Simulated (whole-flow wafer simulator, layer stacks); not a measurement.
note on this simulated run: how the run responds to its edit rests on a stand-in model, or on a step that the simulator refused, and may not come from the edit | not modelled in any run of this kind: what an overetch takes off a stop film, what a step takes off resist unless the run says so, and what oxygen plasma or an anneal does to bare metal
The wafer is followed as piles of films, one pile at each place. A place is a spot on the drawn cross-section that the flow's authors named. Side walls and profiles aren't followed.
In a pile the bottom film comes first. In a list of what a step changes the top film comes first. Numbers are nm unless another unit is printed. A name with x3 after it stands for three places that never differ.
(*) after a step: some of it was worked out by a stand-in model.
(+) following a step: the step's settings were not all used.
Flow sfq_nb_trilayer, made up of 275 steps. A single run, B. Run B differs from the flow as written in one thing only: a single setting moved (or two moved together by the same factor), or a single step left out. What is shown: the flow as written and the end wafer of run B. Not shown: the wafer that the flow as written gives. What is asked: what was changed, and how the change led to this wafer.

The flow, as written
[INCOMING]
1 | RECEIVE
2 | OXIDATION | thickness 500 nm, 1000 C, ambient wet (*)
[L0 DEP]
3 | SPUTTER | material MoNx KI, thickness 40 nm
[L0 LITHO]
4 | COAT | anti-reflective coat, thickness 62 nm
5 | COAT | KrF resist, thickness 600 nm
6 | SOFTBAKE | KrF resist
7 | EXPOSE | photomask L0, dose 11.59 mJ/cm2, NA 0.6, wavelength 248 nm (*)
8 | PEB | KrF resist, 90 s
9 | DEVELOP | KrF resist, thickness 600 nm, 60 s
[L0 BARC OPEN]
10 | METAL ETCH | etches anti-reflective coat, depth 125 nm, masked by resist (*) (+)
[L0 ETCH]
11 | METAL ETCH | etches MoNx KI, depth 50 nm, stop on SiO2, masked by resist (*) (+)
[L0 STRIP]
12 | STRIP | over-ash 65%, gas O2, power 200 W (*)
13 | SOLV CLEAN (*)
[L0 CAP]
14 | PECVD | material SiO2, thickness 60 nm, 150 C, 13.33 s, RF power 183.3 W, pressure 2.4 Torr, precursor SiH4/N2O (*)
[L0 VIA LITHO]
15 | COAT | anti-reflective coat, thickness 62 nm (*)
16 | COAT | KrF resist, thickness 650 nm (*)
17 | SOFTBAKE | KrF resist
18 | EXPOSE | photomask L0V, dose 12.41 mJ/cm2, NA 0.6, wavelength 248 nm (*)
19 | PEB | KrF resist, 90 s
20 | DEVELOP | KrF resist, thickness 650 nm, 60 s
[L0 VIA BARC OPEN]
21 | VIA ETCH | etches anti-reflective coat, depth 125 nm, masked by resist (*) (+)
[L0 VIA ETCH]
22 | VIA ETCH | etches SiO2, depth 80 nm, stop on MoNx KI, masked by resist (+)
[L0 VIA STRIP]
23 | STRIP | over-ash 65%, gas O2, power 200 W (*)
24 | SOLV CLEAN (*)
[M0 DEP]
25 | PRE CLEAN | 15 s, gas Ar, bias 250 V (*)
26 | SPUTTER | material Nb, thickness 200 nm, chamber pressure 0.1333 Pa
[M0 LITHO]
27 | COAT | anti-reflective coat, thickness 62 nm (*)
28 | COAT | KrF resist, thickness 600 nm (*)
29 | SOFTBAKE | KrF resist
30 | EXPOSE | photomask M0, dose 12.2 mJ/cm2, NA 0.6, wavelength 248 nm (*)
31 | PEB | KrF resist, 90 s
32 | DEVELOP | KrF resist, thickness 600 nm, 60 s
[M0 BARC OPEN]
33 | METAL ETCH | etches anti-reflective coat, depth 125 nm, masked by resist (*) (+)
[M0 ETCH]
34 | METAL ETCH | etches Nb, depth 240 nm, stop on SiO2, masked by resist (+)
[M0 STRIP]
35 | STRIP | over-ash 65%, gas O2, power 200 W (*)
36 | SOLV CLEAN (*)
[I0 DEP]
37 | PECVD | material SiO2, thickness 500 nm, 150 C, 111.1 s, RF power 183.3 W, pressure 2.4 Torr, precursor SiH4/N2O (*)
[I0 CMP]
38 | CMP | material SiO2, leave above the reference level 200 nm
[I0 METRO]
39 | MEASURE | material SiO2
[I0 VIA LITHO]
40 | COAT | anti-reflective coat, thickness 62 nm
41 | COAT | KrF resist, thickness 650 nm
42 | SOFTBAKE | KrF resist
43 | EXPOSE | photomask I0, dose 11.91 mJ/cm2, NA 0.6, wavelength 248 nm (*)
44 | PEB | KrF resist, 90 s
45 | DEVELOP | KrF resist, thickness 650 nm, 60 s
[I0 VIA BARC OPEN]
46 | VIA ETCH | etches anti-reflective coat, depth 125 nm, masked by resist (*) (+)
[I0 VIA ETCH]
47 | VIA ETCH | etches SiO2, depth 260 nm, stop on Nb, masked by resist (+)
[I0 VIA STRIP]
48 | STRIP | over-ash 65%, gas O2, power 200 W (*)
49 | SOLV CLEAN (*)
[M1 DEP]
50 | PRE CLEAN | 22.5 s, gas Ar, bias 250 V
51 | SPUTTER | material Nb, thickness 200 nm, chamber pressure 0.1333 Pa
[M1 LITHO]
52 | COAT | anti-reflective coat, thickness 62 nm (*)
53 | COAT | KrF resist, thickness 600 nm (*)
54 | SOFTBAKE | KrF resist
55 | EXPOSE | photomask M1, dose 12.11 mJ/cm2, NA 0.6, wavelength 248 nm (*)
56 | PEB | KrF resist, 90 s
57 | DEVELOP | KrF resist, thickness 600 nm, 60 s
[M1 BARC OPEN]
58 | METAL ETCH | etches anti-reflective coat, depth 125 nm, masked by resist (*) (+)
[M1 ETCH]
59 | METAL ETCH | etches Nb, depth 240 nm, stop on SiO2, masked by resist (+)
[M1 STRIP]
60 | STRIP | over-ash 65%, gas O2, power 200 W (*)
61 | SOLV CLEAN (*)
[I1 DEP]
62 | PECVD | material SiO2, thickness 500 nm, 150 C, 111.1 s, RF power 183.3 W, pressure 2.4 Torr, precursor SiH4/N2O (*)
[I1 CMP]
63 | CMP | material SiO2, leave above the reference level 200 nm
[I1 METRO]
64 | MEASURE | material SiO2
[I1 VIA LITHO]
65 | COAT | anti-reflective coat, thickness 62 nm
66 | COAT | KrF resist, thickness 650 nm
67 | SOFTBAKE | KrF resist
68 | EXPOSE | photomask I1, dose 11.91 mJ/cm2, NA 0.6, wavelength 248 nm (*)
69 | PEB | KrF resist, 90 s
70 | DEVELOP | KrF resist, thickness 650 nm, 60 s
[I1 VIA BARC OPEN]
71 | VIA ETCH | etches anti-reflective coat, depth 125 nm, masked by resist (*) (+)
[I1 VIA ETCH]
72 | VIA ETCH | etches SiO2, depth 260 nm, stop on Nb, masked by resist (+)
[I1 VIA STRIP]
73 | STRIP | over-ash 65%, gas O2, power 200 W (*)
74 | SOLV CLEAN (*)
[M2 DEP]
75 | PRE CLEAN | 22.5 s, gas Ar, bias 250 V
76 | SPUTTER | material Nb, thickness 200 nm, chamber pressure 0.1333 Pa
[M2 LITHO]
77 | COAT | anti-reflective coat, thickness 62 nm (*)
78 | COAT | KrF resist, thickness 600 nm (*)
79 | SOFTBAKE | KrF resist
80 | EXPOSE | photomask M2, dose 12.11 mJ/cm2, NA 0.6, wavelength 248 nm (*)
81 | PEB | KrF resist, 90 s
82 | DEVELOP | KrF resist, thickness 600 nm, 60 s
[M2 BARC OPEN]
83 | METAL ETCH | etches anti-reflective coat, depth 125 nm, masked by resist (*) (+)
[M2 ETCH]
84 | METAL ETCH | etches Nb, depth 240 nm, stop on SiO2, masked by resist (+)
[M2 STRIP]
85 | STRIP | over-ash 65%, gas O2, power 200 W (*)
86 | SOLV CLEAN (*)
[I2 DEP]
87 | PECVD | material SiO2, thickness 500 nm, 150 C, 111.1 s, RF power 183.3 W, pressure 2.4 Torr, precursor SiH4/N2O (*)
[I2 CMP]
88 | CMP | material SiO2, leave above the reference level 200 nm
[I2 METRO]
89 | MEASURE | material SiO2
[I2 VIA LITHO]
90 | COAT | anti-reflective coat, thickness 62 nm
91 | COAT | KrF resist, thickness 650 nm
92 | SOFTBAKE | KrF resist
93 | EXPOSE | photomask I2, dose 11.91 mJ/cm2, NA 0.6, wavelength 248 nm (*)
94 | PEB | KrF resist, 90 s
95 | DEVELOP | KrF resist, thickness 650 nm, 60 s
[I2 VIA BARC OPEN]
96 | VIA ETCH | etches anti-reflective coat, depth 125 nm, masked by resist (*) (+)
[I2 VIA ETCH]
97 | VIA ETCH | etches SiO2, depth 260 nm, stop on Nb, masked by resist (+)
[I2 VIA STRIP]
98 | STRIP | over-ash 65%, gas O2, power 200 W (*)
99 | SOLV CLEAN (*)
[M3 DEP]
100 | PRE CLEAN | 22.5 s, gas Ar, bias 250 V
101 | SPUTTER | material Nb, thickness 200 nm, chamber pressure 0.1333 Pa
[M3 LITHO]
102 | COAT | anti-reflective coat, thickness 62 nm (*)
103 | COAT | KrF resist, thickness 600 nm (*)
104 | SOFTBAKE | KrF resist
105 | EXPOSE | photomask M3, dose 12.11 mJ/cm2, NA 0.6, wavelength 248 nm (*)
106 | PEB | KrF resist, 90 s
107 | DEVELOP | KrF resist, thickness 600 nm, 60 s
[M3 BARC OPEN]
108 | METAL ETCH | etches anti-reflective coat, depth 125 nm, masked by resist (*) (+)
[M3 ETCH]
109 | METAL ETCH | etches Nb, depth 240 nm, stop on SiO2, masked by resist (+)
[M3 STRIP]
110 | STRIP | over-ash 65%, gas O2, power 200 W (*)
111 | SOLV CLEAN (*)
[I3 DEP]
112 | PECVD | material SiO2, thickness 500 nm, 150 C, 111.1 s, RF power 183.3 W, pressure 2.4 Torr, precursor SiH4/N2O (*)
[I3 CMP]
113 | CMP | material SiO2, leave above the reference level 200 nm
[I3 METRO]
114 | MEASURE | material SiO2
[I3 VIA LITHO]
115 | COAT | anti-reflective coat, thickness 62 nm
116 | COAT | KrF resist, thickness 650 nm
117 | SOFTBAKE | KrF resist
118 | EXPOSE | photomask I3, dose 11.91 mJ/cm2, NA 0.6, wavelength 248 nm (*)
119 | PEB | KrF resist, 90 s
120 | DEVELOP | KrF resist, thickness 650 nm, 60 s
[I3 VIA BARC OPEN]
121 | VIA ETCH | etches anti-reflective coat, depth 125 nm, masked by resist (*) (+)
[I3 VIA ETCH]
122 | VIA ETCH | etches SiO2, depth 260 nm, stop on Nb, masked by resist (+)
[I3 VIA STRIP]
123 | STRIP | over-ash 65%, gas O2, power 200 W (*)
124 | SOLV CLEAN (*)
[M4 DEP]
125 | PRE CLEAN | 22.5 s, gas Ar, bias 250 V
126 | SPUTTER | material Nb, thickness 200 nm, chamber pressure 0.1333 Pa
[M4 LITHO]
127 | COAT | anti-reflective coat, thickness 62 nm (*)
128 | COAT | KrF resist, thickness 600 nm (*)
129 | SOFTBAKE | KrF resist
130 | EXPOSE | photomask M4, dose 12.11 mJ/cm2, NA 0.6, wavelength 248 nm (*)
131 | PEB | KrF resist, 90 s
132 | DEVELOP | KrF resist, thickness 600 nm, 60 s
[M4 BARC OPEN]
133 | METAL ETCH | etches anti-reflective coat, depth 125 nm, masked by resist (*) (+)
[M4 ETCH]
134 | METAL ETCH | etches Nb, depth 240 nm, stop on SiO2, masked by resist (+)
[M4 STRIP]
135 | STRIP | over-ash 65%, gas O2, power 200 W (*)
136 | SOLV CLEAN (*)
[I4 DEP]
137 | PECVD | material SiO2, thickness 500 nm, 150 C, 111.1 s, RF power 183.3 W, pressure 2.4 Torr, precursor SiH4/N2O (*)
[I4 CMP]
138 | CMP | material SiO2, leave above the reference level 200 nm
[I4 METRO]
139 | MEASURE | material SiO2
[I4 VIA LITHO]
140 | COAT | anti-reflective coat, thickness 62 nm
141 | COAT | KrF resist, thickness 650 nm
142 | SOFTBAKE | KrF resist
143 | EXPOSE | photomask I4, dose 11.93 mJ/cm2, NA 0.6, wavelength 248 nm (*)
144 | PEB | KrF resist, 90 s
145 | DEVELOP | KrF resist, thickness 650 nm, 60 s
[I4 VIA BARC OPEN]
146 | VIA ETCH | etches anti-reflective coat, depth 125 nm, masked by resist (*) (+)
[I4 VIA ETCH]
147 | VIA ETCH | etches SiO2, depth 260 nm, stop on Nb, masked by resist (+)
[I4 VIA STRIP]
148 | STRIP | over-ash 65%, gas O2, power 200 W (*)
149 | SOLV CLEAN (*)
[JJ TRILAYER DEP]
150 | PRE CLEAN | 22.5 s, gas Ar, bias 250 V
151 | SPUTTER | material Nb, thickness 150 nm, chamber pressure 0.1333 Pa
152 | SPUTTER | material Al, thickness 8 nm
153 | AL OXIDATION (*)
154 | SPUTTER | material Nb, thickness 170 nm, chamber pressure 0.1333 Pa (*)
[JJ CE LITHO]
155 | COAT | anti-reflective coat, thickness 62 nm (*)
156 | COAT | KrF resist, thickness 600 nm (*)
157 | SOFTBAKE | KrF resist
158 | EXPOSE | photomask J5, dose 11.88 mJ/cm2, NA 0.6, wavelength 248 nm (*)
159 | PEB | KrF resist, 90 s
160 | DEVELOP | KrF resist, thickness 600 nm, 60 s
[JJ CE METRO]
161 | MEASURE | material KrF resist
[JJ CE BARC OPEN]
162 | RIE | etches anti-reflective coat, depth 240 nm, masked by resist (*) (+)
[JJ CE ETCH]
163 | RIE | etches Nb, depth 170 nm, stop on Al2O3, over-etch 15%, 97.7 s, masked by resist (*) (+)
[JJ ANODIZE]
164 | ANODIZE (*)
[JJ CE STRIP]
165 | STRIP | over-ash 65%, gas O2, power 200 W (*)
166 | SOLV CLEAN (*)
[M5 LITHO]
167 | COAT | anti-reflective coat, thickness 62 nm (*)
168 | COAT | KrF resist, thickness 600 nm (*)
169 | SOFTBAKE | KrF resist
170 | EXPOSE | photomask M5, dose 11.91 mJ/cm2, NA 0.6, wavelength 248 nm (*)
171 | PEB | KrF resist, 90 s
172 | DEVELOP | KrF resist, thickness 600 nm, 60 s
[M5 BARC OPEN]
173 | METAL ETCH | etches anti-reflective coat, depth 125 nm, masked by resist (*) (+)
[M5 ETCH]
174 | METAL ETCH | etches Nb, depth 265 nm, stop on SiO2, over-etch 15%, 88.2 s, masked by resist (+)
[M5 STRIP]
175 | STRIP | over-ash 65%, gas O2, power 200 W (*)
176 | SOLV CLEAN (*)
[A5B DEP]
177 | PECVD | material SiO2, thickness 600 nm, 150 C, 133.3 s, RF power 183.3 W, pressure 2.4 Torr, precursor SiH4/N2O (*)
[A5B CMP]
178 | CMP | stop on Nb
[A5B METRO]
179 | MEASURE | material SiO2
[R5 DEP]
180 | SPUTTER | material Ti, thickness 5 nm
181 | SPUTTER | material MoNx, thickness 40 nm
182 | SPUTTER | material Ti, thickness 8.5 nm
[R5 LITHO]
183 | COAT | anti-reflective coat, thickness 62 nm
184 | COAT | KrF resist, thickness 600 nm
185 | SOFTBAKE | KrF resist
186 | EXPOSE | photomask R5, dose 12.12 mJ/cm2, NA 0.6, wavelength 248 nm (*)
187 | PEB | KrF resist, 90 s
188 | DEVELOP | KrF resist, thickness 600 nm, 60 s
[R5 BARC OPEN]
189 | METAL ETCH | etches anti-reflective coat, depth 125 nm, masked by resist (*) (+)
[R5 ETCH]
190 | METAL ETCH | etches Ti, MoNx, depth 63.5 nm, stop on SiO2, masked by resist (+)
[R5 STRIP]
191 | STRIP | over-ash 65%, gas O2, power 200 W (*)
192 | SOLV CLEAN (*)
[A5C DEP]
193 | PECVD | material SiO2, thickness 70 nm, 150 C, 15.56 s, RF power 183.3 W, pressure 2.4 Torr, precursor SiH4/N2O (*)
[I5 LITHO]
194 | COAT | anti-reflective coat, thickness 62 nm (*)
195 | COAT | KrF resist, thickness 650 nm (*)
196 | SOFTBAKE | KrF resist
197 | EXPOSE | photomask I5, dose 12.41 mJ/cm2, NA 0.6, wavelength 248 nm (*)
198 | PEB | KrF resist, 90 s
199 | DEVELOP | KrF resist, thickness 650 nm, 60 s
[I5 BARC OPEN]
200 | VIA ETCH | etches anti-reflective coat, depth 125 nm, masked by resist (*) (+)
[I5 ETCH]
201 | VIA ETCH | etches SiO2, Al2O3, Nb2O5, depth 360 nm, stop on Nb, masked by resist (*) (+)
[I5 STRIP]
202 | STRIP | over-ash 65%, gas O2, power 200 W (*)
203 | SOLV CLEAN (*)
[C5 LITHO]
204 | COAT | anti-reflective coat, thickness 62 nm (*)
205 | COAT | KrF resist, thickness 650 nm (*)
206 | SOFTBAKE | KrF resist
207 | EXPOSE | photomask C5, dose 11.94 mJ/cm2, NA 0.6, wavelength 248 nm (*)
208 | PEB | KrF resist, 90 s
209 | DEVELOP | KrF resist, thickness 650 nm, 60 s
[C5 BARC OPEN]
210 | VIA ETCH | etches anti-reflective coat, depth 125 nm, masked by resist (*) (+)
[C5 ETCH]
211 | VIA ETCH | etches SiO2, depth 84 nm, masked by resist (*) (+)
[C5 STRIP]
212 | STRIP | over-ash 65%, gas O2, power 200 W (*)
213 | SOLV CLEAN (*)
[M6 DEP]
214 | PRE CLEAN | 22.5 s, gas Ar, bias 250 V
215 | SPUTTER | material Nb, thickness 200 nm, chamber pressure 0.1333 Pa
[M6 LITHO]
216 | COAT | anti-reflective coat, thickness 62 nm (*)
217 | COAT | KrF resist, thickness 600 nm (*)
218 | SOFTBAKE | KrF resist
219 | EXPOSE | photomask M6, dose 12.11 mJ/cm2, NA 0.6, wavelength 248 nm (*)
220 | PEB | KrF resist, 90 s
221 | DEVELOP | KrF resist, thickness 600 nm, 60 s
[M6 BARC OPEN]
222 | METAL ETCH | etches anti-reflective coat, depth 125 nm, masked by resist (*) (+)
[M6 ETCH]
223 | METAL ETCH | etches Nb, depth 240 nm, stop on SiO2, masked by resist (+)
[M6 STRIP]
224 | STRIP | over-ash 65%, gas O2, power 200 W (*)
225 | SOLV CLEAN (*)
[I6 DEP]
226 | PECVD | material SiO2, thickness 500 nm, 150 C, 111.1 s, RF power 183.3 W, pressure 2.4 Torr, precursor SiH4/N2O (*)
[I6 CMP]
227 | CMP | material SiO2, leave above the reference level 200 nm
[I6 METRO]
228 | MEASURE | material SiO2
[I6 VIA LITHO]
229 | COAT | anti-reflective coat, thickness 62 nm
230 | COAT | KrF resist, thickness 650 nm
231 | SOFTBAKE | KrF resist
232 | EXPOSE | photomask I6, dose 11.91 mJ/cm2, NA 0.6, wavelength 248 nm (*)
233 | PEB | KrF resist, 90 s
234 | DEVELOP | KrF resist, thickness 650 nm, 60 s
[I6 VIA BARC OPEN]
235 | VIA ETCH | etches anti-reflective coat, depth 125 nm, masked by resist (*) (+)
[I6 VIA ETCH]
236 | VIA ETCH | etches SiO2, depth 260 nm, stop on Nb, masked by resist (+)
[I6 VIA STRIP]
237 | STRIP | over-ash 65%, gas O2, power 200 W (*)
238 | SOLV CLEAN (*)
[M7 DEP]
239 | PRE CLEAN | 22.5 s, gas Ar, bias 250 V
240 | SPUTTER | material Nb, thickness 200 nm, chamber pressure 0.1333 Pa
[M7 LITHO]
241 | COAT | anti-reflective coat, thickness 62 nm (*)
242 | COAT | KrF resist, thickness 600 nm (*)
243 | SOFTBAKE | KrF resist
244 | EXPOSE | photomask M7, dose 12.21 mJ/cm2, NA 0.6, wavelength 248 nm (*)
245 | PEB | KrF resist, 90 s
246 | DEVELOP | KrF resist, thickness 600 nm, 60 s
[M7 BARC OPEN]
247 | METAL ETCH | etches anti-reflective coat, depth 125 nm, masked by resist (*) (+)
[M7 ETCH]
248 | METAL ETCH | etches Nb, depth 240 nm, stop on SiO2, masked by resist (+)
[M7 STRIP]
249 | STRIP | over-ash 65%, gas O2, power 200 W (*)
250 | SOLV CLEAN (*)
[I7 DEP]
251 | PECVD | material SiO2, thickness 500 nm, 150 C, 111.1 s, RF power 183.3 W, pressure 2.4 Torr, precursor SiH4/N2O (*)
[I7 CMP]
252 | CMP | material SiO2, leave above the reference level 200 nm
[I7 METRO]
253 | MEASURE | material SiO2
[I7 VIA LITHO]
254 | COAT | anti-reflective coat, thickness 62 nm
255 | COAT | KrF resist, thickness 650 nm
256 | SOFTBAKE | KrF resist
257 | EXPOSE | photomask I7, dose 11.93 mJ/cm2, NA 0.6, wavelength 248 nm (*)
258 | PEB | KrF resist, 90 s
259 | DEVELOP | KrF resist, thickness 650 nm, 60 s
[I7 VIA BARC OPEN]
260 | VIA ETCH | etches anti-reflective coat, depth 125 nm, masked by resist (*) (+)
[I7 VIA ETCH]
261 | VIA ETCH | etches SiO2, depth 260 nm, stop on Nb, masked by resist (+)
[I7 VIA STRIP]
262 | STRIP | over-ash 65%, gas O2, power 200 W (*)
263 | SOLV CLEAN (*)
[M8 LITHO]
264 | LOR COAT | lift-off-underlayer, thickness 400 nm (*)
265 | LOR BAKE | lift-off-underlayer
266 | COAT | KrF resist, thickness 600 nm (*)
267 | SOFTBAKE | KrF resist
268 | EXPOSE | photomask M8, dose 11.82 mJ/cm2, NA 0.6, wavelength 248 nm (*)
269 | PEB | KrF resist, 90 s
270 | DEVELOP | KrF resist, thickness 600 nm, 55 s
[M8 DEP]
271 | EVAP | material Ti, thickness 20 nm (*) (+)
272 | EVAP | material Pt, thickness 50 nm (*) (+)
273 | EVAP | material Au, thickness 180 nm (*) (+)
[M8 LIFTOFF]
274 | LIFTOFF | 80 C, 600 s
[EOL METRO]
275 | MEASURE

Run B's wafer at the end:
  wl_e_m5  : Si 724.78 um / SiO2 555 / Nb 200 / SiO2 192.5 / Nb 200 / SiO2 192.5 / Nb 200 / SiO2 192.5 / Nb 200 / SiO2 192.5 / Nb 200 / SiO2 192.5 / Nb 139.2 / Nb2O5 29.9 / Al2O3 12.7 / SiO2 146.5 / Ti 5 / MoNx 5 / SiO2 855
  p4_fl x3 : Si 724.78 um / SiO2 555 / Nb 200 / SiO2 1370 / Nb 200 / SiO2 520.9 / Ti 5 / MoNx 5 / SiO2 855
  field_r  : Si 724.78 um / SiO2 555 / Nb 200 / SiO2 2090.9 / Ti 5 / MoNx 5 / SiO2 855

What caused this: step 181, SPUTTER: thickness 60 nm was run, while the flow as written has thickness 40 nm.

The path from the change to this, step by step:
  181 | SPUTTER | material MoNx, thickness 40 nm
      field_l, v_sur, via_wl and 103 more: MoNx gains 60 (new film) (as written it would have been: MoNx gains 40 (new film))
  190 | METAL ETCH | etches Ti, MoNx, depth 63.5 nm, stop on SiO2, masked by resist (+)
      field_l, v_sur, via_wl and 92 more: Ti loses 8.5 (all of it), MoNx loses 55 (as written it would have been: Ti loses 8.5 (all of it), MoNx loses 40 (all of it), Ti loses 5 (all of it))
      ce_l, c5j, ce_r, wl_jj: Ti loses 8.5 (all of it), MoNx loses 55 (as written it would have been: Ti loses 8.5 (all of it), MoNx loses 40 (all of it), Ti loses 5 (all of it), Nb loses 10)
  193 | PECVD | material SiO2, thickness 70 nm, 150 C, 15.56 s, RF power 183.3 W, pressure 2.4 Torr, precursor SiH4/N2O (*)
      field_l, v_sur, via_wl and 92 more: SiO2 gains 70 (new film) (as written it would have been: SiO2 gains 70)
  194 | COAT | anti-reflective coat, thickness 62 nm (*)
      wl_j_sl, wl_j_sr: anti-reflective coat gains 62 (new film) (as written it would have been: anti-reflective coat gains 60.2 (new film))
      r5r_spacepad_l, r5r_spacepad_r: anti-reflective coat gains 88.7 (new film) (as written it would have been: anti-reflective coat gains 84.4 (new film))
      (also at 12 further places)
  201 | VIA ETCH | etches SiO2, Al2O3, Nb2O5, depth 360 nm, stop on Nb, masked by resist (*) (+)
      be: SiO2 loses 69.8 (all of it), MoNx loses 5 (all of it), Ti loses 5 (all of it), SiO2 loses 146.5 (all of it), Al2O3 loses 12.7 (all of it), Nb2O5 loses 29.9 (all of it) (as written it would have been: SiO2 loses 216.4 (all of it), Al2O3 loses 12.7 (all of it), Nb2O5 loses 29.9 (all of it))
  202 | STRIP | over-ash 65%, gas O2, power 200 W (*)
      wl_j_sl, wl_j_sr: KrF resist loses 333 (all of it), anti-reflective coat loses 62 (all of it) (as written it would have been: KrF resist loses 333.3 (all of it), anti-reflective coat loses 60.2 (all of it))
      r5r_spacepad_l, r5r_spacepad_r: KrF resist loses 335.9 (all of it), anti-reflective coat loses 88.7 (all of it) (as written it would have been: KrF resist loses 335.6 (all of it), anti-reflective coat loses 84.4 (all of it))
      (also at 12 further places)
  204 | COAT | anti-reflective coat, thickness 62 nm (*)
      wl_j_sl, wl_j_sr: anti-reflective coat gains 62 (new film) (as written it would have been: anti-reflective coat gains 60.2 (new film))
      r5r_spacepad_l, r5r_spacepad_r: anti-reflective coat gains 88.7 (new film) (as written it would have been: anti-reflective coat gains 84.4 (new film))
      (also at 12 further places)
  210 | VIA ETCH | etches anti-reflective coat, depth 125 nm, masked by resist (*) (+)
      c5j: anti-reflective coat loses 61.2 (all of it), SiO2 loses 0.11 (as written it would have been: anti-reflective coat loses 63.9 (all of it), SiO2 loses 0.11)
  211 | VIA ETCH | etches SiO2, depth 84 nm, masked by resist (*) (+)
      c5j: SiO2 loses 69.9 (all of it) (as written it would have been: SiO2 loses 69.9 (all of it), Nb loses 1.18)
  212 | STRIP | over-ash 65%, gas O2, power 200 W (*)
      wl_j_sl, wl_j_sr: KrF resist loses 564 (all of it), anti-reflective coat loses 62 (all of it) (as written it would have been: KrF resist loses 563.4 (all of it), anti-reflective coat loses 60.2 (all of it))
      r5r_spacepad_l, r5r_spacepad_r: KrF resist loses 566.9 (all of it), anti-reflective coat loses 88.7 (all of it) (as written it would have been: KrF resist loses 565.8 (all of it), anti-reflective coat loses 84.4 (all of it))
      (also at 11 further places)
  214 | PRE CLEAN | 22.5 s, gas Ar, bias 250 V
      c5j: MoNx loses 5 (all of it), Ti loses 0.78 (as written it would have been: Nb loses 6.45)
  215 | SPUTTER | material Nb, thickness 200 nm, chamber pressure 0.1333 Pa
      c5j: Nb gains 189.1 (new film) (as written it would have been: Nb gains 188.4)
  216 | COAT | anti-reflective coat, thickness 62 nm (*)
      r5r_line_l, r5r_line_c, r5r_line_r: anti-reflective coat gains 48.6 (new film) (as written it would have been: anti-reflective coat gains 50 (new film))
      wl_j_sl, wl_j_sr: anti-reflective coat gains 62 (new film) (as written it would have been: anti-reflective coat gains 60.2 (new film))
      (also at 11 further places)
  222 | METAL ETCH | etches anti-reflective coat, depth 125 nm, masked by resist (*) (+)
      r5r_line_l, r5r_line_c, r5r_line_r: anti-reflective coat loses 48.6 (all of it) (as written it would have been: anti-reflective coat loses 50 (all of it))
      r5r_spacepad_l, r5r_spacepad_r: anti-reflective coat loses 90.7 (all of it) (as written it would have been: anti-reflective coat loses 85.7 (all of it))
      (also at 1 further place)
  224 | STRIP | over-ash 65%, gas O2, power 200 W (*)
      wl_j_sl, wl_j_sr: KrF resist loses 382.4 (all of it), anti-reflective coat loses 62 (all of it) (as written it would have been: KrF resist loses 382.5 (all of it), anti-reflective coat loses 60.2 (all of it))
      jj_sur: KrF resist loses 378.3 (all of it), anti-reflective coat loses 58.9 (all of it) (as written it would have been: KrF resist loses 378.5 (all of it), anti-reflective coat loses 56.1 (all of it))
      (also at 7 further places)
  227 | CMP | material SiO2, leave above the reference level 200 nm
      r5r_line_l, r5r_spacepad_l, r5r_spacepad_r, r5r_line_c, r5r_line_r: SiO2 loses 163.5 (as written it would have been: SiO2 loses 153.5)
      ce_l, ce_r, wl_jj: SiO2 loses 300 (as written it would have been: SiO2 loses 290)
      (also at 5 further places)
With metal films that touch counted as one body, wl_e_m5 has 7 bodies (between them, from the top down: SiO2 146.5 / Al2O3 12.7 / Nb2O5 29.9; SiO2 192.5; SiO2 192.5; SiO2 192.5; SiO2 192.5; SiO2 192.5); the flow as written gives 6 bodies (between them, from the top down: SiO2 192.5; SiO2 192.5; SiO2 192.5; SiO2 192.5; SiO2 192.5).
With metal films that touch counted as one body, p4_fl x3 has 3 bodies (between them, from the top down: SiO2 520.9; SiO2 1370); the flow as written gives 2 bodies (between them, from the top down: SiO2 1370).
With metal films that touch counted as one body, field_r has 2 bodies (between them, from the top down: SiO2 2090.9); the flow as written gives 1 body.
